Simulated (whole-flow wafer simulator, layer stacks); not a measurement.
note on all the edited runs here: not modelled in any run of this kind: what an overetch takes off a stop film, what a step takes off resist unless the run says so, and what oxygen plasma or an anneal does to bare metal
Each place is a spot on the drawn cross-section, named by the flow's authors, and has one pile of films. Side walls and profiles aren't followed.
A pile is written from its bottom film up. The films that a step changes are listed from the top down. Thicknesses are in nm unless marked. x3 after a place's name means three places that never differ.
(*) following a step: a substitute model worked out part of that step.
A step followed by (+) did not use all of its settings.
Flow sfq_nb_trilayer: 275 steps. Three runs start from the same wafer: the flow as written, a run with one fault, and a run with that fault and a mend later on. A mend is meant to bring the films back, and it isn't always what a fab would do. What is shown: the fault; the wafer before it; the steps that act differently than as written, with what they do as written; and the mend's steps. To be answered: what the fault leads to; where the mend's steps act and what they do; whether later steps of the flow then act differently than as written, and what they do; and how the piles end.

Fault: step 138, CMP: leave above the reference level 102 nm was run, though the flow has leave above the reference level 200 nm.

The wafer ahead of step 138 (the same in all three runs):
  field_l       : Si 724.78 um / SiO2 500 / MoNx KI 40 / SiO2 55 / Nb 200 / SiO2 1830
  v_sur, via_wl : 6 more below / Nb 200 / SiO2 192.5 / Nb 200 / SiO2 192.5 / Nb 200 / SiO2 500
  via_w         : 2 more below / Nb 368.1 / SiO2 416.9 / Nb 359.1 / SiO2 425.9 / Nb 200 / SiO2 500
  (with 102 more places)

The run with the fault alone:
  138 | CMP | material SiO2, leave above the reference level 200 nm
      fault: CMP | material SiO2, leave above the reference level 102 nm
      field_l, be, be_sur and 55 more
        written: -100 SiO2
        fault: -198 SiO2
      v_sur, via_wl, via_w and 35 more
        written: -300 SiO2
        fault: -398 SiO2
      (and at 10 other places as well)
  Later steps of the flow acting differently than as written (4 more steps, not shown, differ only slightly: by at most 2% or 0.5 nm, whichever is larger):
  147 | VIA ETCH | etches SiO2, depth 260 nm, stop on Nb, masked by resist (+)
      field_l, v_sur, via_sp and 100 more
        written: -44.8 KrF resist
        fault: -26.3 KrF resist
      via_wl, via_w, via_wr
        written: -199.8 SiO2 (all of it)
        fault: -101.8 SiO2 (all of it)
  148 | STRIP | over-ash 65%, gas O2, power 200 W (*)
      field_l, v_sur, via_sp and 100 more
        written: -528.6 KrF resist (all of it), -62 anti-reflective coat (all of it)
        fault: -547.1 KrF resist (all of it), -62 anti-reflective coat (all of it)
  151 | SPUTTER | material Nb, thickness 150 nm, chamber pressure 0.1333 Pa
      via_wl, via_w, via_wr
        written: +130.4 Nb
        fault: +141.9 Nb
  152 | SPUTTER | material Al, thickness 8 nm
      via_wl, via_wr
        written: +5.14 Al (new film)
        fault: +6.31 Al (new film)
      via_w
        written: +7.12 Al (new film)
        fault: +7.87 Al (new film)
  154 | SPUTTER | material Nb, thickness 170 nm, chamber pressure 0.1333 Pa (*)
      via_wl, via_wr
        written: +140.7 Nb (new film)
        fault: +129.8 Nb (new film)
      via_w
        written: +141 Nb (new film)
        fault: +167.9 Nb (new film)
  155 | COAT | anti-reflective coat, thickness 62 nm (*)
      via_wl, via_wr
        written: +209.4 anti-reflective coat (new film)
        fault: +162.9 anti-reflective coat (new film)
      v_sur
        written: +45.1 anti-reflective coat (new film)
        fault: +50.1 anti-reflective coat (new film)
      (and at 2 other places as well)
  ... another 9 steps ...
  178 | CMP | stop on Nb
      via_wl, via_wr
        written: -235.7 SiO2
        fault: -344.9 SiO2
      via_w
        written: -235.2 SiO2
        fault: -344.5 SiO2
  At field_l, v_sur, via_wl and 103 more, the piles at the end differ from the flow's by more than 2% or 0.5 nm, whichever is larger.
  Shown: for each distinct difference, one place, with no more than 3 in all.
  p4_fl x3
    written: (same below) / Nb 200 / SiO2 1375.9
    fault: (same below) / Nb 200 / SiO2 1277.9
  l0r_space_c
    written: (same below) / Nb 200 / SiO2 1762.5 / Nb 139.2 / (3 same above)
    fault: (same below) / Nb 200 / SiO2 1664.5 / Nb 139.2 / (3 same above)
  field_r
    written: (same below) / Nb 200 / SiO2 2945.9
    fault: (same below) / Nb 200 / SiO2 2847.9

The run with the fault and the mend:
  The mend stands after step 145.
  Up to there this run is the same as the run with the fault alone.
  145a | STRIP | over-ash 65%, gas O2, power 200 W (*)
      field_l, v_sur, via_sp and 100 more
        -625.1 KrF resist (all of it), -62 anti-reflective coat (all of it)
      via_wl, via_w, via_wr
        -62 anti-reflective coat (all of it)
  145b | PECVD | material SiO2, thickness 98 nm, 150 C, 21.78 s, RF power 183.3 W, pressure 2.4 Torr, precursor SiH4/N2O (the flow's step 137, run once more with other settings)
      field_l, v_sur, via_wl and 103 more
        +98 SiO2
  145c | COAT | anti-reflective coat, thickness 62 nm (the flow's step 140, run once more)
      field_l, v_sur, via_wl and 103 more
        +62 anti-reflective coat (new film)
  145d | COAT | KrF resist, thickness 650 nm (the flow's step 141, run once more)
      field_l, v_sur, via_wl and 103 more
        +650 KrF resist (new film)
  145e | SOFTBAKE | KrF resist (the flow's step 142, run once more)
      does not change any film at any place that is followed
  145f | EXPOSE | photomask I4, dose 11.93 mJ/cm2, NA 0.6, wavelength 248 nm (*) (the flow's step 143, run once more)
      does not change any film at any place that is followed
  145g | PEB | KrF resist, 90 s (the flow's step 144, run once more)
      field_l, v_sur, via_wl and 103 more
        -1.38 KrF resist
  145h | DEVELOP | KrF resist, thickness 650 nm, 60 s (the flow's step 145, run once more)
      field_l, v_sur, via_sp and 100 more
        -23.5 KrF resist
      via_wl, via_w, via_wr
        -648.6 KrF resist (all of it)
  Later steps of the flow that are run all act as written at every place that is followed, up to a difference of at most 2% or 0.5 nm, whichever is larger.
  By the end, the piles equal the flow's at every place that both follow.
